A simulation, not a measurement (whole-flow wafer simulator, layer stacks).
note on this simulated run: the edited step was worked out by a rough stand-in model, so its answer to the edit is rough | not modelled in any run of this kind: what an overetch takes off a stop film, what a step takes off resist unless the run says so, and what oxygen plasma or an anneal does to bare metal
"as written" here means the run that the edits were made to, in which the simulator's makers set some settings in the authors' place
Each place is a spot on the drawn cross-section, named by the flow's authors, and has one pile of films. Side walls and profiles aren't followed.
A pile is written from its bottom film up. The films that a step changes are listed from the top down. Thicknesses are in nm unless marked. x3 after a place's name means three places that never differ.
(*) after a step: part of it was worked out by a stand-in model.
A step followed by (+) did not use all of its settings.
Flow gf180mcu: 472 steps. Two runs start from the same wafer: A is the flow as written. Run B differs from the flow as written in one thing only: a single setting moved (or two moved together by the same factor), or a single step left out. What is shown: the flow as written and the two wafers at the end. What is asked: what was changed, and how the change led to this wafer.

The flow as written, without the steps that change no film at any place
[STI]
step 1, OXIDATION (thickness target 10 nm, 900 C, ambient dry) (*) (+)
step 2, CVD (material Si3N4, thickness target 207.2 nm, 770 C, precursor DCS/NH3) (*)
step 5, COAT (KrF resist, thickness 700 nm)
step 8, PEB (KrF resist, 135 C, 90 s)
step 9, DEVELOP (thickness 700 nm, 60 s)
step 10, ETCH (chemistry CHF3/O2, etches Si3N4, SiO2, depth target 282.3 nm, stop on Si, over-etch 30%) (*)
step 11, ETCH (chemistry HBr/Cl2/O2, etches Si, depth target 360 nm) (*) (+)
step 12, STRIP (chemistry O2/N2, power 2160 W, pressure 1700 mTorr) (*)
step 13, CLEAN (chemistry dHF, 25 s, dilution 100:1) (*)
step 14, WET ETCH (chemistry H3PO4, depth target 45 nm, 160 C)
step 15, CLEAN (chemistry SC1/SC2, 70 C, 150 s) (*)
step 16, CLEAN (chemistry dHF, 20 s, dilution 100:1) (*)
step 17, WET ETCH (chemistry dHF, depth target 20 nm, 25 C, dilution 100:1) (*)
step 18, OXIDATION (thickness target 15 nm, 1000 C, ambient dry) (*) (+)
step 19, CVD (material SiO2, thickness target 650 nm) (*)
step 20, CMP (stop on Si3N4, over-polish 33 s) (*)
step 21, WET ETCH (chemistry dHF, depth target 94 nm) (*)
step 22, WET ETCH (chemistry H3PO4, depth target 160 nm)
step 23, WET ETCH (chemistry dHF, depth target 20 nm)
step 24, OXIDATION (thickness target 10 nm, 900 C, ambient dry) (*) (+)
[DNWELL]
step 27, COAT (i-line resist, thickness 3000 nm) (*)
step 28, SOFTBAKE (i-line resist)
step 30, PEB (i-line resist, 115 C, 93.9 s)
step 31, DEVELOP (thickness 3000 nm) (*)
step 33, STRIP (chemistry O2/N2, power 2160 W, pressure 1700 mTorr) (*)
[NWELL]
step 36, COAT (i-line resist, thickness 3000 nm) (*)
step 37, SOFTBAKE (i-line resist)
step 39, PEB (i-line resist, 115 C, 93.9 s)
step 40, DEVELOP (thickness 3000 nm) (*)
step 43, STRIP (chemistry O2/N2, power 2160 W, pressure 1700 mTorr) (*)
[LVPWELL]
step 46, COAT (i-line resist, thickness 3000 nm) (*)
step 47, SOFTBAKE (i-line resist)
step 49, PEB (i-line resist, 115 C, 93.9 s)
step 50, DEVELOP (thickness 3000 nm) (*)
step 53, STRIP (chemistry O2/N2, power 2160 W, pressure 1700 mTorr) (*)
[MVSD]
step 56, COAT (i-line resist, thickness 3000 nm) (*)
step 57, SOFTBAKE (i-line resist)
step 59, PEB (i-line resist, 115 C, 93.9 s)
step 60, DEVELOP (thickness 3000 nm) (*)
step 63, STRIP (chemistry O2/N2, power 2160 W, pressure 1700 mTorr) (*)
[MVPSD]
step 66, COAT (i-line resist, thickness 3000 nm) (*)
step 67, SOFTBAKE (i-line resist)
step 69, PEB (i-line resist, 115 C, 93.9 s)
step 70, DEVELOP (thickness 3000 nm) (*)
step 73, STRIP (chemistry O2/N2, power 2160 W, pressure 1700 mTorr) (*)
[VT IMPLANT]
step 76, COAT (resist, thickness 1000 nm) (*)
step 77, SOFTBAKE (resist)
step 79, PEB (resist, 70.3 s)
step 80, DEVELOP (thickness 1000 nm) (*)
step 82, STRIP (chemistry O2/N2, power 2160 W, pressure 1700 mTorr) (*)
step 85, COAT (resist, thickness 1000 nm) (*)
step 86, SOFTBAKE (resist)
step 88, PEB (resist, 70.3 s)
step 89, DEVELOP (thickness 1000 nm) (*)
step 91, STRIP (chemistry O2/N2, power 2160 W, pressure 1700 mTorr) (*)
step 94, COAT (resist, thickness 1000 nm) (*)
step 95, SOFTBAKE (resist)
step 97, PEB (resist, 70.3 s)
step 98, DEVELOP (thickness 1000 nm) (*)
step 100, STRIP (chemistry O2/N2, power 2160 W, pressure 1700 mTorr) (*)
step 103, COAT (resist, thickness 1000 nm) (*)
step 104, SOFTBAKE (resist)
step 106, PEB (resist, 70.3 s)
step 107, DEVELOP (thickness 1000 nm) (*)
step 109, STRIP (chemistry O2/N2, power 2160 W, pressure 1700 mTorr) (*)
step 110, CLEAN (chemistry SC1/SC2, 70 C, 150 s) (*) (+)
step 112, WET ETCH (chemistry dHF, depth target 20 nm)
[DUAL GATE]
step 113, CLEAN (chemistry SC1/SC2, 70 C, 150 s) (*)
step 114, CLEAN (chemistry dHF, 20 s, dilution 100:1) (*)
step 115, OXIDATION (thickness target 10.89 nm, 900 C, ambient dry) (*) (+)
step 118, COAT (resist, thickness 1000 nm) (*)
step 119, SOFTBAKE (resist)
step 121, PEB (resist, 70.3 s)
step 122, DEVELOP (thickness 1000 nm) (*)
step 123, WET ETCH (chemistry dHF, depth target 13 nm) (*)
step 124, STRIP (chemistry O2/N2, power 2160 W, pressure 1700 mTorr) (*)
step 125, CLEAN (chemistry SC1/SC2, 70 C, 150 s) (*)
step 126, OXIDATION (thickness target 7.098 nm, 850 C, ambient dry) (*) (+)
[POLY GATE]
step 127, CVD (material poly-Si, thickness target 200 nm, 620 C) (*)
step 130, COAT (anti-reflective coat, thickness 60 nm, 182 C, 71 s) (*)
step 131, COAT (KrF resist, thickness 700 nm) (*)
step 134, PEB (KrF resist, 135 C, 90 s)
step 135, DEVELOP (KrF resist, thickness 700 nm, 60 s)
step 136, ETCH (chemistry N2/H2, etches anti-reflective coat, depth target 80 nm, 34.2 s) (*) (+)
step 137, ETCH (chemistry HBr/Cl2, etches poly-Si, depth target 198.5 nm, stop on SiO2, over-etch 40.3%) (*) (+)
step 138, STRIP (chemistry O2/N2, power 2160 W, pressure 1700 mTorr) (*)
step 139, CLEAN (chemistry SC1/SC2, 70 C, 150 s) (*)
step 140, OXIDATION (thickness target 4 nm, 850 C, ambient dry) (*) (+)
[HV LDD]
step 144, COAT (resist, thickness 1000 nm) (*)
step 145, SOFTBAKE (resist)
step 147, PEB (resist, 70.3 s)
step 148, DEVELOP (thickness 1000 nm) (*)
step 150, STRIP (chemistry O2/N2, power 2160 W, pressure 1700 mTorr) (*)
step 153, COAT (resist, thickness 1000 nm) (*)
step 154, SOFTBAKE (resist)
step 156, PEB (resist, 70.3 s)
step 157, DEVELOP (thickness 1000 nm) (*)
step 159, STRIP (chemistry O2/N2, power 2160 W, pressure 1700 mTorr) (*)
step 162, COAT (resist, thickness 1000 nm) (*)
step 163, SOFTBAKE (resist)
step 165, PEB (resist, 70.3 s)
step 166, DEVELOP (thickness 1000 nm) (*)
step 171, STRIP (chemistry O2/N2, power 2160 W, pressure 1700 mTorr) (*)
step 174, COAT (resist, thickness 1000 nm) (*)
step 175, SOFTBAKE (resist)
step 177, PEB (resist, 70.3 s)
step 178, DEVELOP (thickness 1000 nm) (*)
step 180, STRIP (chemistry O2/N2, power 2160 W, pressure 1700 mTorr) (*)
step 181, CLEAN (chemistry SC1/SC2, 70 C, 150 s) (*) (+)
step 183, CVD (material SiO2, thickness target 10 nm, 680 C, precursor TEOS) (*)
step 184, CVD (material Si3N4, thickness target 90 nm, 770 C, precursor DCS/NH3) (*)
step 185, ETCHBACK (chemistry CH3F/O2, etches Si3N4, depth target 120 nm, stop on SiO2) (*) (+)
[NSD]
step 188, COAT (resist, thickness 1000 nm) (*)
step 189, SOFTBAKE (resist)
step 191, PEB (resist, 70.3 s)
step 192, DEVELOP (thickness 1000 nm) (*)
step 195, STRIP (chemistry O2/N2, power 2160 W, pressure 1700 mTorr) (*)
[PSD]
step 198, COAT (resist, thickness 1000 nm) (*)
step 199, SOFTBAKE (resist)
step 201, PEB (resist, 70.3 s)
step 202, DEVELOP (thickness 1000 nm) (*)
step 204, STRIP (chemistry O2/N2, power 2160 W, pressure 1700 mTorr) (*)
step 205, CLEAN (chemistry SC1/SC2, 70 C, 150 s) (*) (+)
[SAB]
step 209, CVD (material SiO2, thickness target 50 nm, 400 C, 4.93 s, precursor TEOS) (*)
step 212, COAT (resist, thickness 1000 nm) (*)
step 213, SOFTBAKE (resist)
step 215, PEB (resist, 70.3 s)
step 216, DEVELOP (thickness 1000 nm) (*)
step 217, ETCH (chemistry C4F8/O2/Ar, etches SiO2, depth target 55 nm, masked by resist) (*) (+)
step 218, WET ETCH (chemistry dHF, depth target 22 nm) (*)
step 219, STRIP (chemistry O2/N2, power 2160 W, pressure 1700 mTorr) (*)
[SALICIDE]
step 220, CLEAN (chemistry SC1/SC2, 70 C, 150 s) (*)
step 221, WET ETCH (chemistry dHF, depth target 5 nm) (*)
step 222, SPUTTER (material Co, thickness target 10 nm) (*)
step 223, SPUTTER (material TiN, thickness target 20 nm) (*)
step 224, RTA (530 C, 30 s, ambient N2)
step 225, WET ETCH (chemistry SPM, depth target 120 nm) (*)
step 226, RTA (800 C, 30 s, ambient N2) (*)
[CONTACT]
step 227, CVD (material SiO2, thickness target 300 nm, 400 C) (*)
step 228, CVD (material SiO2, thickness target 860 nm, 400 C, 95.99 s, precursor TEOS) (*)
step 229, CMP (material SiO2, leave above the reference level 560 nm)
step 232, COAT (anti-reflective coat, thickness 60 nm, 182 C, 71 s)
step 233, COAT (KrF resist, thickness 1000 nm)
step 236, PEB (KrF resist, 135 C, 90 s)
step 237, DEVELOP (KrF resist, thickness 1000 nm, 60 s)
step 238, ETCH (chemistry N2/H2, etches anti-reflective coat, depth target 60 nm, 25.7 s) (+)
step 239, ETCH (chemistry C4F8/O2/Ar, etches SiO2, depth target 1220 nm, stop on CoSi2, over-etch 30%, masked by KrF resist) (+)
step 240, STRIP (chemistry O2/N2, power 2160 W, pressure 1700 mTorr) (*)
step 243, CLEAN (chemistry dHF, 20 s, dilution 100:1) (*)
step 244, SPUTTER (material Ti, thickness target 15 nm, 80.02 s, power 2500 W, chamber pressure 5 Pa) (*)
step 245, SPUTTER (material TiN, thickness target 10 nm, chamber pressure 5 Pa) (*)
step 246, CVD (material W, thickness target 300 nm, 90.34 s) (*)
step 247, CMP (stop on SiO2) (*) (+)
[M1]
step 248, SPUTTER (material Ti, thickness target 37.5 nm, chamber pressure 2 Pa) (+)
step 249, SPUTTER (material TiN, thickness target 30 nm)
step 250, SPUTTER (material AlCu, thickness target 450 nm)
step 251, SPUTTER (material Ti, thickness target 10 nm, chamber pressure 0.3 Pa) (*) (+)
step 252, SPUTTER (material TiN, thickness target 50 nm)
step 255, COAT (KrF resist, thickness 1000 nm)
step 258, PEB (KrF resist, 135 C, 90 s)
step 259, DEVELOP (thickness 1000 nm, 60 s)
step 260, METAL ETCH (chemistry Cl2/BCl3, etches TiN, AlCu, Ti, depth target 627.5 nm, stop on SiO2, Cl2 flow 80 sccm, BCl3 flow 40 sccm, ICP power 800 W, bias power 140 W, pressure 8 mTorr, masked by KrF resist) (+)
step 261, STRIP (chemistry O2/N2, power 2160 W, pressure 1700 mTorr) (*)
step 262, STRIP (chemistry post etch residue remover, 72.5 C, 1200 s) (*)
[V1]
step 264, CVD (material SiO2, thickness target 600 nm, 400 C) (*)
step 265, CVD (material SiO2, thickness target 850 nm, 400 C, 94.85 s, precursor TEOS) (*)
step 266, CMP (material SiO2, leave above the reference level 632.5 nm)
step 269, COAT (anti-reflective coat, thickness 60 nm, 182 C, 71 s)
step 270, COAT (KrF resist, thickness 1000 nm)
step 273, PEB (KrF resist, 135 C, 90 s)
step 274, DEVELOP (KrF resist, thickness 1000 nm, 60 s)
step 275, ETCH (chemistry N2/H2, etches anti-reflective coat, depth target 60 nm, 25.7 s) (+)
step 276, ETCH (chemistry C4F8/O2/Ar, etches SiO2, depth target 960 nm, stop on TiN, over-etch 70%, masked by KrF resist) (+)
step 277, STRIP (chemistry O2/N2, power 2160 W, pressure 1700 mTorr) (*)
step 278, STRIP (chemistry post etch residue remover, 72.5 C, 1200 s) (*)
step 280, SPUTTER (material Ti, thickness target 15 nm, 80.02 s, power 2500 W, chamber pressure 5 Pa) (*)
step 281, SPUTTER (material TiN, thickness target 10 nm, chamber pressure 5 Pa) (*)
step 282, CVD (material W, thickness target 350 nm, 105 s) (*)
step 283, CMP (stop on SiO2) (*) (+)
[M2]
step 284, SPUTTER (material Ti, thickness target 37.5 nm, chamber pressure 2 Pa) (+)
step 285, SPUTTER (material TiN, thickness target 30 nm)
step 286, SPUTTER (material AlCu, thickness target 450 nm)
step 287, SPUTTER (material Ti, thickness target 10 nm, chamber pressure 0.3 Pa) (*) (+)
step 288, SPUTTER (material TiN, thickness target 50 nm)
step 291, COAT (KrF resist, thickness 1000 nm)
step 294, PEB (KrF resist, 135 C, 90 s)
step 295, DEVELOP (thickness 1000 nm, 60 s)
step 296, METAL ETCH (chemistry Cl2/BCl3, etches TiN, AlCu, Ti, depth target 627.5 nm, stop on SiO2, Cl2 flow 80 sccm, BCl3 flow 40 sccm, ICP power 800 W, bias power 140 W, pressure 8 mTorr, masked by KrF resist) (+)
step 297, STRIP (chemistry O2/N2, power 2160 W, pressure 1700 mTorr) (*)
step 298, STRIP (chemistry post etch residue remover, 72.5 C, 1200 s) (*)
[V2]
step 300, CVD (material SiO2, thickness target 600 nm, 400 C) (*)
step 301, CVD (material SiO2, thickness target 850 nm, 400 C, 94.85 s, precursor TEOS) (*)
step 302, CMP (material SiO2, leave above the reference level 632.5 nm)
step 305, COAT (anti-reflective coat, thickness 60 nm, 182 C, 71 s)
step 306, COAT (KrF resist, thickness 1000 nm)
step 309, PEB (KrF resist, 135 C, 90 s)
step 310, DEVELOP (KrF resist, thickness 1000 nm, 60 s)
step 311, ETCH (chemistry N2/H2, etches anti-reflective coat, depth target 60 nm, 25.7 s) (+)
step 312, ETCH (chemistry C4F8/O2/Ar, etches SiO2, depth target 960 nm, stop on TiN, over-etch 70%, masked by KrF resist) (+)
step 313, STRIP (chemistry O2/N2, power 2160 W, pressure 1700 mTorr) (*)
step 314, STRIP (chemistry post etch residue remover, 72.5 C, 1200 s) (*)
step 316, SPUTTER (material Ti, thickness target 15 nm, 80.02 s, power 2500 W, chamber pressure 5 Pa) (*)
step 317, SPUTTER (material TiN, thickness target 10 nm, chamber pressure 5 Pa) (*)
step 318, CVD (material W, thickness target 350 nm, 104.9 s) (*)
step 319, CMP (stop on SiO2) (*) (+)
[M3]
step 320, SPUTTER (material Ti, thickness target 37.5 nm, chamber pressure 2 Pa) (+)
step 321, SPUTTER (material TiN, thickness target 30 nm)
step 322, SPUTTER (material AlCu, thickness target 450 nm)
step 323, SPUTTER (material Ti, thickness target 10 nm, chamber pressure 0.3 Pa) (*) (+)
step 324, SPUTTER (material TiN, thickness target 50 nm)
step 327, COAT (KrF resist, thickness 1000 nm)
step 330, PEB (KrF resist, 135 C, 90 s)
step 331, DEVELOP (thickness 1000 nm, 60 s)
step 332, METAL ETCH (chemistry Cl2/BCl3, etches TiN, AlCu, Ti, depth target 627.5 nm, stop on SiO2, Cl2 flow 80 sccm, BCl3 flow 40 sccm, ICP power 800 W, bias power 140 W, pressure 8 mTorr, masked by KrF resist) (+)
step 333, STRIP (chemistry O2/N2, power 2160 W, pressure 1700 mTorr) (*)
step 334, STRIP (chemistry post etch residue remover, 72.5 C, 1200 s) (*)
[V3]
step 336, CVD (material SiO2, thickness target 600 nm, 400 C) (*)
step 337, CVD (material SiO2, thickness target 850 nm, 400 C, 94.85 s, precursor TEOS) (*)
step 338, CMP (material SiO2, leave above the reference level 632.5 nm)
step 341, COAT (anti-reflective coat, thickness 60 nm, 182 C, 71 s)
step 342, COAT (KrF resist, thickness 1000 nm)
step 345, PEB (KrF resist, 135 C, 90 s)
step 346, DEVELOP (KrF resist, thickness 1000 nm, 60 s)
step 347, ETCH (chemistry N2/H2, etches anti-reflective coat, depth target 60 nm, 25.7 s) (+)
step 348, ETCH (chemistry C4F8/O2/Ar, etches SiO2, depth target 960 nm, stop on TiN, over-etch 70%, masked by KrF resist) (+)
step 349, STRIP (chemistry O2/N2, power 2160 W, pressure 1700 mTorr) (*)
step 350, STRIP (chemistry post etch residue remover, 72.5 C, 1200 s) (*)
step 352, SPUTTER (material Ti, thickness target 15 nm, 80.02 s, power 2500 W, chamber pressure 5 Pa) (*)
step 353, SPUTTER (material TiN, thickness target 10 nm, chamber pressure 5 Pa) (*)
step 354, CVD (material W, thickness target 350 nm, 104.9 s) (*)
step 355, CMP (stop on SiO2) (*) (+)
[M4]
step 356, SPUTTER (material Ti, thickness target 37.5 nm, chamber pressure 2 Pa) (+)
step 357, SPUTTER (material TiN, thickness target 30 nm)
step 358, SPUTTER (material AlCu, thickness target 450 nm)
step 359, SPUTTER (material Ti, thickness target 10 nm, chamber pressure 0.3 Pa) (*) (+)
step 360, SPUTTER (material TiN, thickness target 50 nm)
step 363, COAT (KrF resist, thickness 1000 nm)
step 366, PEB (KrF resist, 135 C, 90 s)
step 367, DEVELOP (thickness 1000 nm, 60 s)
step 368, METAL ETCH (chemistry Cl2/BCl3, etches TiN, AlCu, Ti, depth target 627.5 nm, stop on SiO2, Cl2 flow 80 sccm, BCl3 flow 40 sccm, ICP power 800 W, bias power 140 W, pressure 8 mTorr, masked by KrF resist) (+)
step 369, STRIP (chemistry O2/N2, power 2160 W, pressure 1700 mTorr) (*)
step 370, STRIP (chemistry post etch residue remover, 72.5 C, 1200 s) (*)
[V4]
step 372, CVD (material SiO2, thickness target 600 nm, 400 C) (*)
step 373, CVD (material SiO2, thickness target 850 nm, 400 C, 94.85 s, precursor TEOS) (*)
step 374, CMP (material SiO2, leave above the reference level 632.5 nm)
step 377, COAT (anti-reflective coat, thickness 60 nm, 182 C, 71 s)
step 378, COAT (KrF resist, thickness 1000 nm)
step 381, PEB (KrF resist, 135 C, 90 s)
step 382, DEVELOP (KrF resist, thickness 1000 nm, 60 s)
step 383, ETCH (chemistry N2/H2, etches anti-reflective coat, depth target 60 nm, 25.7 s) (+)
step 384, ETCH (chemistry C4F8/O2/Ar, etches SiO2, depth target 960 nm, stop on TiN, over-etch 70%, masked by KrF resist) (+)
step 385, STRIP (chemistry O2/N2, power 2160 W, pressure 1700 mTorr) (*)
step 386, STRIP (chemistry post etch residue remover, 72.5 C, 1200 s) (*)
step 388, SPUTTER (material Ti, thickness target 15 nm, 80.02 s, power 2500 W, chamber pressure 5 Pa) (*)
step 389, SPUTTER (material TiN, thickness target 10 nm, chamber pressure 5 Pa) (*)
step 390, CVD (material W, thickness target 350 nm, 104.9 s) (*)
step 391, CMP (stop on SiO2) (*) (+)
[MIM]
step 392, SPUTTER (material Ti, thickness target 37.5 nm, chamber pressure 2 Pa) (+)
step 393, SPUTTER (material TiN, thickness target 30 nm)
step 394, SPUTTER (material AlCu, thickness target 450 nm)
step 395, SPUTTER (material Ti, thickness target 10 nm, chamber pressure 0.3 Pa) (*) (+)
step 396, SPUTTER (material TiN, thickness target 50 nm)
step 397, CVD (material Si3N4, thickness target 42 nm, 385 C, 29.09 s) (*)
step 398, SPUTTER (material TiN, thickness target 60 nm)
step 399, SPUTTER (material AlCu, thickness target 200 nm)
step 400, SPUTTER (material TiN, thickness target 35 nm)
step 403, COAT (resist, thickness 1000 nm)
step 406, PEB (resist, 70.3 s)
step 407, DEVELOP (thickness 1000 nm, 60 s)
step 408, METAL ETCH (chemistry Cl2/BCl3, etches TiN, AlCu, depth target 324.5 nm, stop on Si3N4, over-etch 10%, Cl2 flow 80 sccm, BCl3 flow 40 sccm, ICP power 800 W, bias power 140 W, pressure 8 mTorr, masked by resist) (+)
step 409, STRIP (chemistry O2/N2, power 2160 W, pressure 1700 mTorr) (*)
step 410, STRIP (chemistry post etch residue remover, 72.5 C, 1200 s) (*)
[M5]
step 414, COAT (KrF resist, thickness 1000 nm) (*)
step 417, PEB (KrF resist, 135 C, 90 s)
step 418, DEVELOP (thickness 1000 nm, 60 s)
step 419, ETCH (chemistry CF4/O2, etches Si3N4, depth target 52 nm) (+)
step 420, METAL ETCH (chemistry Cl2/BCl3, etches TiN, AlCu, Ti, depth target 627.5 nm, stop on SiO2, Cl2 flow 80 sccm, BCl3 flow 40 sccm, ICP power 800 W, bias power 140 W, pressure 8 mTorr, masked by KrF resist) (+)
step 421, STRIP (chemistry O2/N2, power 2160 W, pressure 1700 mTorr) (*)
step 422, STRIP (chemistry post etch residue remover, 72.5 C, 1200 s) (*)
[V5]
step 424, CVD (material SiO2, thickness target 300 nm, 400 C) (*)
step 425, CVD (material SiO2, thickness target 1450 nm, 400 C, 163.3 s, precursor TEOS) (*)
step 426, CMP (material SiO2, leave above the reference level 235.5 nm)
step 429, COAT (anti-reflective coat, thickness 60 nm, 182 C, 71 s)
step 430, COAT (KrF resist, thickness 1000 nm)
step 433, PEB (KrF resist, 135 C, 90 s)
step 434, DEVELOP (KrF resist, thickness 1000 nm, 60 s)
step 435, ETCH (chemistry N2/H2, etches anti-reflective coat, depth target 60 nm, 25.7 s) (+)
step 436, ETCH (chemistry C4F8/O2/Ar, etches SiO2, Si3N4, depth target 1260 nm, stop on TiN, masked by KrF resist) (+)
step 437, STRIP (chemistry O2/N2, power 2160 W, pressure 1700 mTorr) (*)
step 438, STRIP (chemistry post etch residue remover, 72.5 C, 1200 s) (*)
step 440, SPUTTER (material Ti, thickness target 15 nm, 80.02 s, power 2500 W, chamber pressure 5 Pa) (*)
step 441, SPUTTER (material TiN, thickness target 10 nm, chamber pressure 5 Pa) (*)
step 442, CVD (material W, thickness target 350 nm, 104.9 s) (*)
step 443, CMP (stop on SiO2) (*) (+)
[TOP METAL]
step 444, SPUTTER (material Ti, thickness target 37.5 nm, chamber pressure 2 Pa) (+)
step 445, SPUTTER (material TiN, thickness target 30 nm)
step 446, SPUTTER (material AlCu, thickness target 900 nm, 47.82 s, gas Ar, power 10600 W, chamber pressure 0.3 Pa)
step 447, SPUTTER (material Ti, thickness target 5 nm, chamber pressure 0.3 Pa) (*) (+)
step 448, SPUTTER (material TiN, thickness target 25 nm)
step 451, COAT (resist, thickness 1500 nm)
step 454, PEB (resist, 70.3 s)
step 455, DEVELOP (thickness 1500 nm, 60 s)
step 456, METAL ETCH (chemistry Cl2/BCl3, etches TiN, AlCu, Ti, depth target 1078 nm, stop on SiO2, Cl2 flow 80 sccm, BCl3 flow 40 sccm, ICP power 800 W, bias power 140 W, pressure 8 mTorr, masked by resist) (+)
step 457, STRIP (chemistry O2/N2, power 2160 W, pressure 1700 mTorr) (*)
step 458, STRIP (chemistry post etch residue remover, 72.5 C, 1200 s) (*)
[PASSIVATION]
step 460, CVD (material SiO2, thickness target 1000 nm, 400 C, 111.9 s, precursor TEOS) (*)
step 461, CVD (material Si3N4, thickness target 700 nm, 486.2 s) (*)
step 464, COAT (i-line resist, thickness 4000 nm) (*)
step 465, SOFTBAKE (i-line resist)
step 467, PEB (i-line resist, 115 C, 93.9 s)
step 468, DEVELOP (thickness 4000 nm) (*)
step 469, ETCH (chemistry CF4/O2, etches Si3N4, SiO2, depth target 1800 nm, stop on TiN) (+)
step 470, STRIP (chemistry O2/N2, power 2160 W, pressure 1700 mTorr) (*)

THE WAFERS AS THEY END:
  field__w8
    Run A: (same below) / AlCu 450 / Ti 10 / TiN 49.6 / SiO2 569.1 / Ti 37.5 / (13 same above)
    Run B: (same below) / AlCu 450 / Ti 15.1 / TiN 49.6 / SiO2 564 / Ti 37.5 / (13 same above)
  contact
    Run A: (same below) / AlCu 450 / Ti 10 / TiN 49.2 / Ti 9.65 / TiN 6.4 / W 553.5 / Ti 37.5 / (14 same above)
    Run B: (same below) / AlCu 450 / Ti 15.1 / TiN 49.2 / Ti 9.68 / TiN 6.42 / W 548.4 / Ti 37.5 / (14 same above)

Cause: step 359, SPUTTER: thickness target 15.1 nm was run, though the flow has thickness target 10 nm.
The wafer itself shows it: field__w8 has Ti 15.1, and step 359 as written asks for 10 nm.

Step by step, how the change led to this:
  step 359, SPUTTER (material Ti, thickness target 10 nm, chamber pressure 0.3 Pa) (*) (+)
      field, field__w1, field__w2 and 108 more: A Ti gains 10 (new film) | B Ti gains 15.1 (new film)
  step 368, METAL ETCH (chemistry Cl2/BCl3, etches TiN, AlCu, Ti, depth target 627.5 nm, stop on SiO2, Cl2 flow 80 sccm, BCl3 flow 40 sccm, ICP power 800 W, bias power 140 W, pressure 8 mTorr, masked by KrF resist) (+)
      field, field__w1, field__w2 and 103 more: A TiN loses 50 (all of it), Ti loses 10 (all of it), AlCu loses 450 (all of it), TiN loses 30 (all of it), Ti loses 37.5 (all of it) | B TiN loses 50 (all of it), Ti loses 15.1 (all of it), AlCu loses 450 (all of it), TiN loses 30 (all of it), Ti loses 37.5 (all of it)
